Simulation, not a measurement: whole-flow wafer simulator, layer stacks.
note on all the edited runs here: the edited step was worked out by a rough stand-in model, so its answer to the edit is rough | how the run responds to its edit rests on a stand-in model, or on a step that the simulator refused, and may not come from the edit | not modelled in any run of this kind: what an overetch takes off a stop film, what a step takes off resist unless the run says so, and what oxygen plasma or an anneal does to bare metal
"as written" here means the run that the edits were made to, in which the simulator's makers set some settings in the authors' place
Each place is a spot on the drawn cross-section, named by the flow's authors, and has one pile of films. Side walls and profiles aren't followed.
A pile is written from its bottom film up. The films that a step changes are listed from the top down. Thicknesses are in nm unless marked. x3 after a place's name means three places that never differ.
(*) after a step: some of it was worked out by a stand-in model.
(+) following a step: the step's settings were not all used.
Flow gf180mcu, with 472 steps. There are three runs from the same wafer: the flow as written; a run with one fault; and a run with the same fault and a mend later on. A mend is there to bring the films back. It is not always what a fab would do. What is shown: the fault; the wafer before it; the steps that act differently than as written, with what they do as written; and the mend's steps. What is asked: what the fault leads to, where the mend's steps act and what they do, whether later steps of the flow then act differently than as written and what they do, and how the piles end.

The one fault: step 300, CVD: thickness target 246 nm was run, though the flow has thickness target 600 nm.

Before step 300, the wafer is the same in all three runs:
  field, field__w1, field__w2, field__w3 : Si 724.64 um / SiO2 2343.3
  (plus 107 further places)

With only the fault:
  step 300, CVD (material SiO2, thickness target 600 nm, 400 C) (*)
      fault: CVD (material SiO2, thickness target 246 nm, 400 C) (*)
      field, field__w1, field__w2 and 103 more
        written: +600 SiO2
        fault: +246 SiO2
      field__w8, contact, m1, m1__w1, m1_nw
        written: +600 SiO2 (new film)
        fault: +246 SiO2 (new film)
  Later steps of the flow acting differently than as written (9 other steps are not shown; they differ only slightly, by no more than 2% or 0.5 nm, whichever is larger):
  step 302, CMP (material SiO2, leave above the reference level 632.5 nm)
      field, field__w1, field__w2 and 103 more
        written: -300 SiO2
        fault: nothing
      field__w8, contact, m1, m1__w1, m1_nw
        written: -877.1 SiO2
        fault: -523.1 SiO2
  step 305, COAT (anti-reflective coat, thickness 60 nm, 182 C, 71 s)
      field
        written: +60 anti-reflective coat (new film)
        fault: +81.5 anti-reflective coat (new film)
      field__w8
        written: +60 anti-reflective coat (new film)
        fault: +30.5 anti-reflective coat (new film)
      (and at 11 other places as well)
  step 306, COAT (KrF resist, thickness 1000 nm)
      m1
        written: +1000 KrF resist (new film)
        fault: +979.8 KrF resist (new film)
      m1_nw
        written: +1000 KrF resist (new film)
        fault: +977.8 KrF resist (new film)
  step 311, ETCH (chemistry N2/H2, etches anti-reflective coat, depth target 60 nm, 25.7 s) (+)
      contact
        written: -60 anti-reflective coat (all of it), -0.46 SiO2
        fault: -32.9 anti-reflective coat (all of it), -1.16 SiO2
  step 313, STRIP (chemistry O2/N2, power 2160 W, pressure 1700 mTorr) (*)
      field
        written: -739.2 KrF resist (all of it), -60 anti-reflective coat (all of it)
        fault: -728.8 KrF resist (all of it), -81.5 anti-reflective coat (all of it)
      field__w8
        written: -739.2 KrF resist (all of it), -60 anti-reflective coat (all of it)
        fault: -733.6 KrF resist (all of it), -30.5 anti-reflective coat (all of it)
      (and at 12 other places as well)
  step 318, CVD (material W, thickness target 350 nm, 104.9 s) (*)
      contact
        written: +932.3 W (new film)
        fault: +877.8 W (new film)
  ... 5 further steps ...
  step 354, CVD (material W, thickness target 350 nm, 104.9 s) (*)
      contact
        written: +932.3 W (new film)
        fault: +984.5 W (new film)
  The piles end different from the flow's at contact by more than 2% or 0.5 nm, whichever is larger.
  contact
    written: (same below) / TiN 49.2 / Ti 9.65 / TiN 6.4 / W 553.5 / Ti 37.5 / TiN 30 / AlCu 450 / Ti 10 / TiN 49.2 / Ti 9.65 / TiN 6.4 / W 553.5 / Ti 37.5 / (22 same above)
    fault: (same below) / TiN 49.2 / Ti 9.96 / TiN 6.61 / W 499 / Ti 37.5 / TiN 30 / AlCu 450 / Ti 10 / TiN 49.2 / Ti 9.36 / TiN 6.46 / W 605.7 / Ti 37.5 / (22 same above)

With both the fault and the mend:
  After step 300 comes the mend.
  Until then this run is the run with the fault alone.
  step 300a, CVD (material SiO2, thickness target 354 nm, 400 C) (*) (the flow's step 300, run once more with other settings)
      field, field__w1, field__w2 and 108 more
        +354 SiO2
  None of the later steps of the flow acts differently than as written at any place that is followed.
  At every place that both follow, the piles at the end match the flow's.
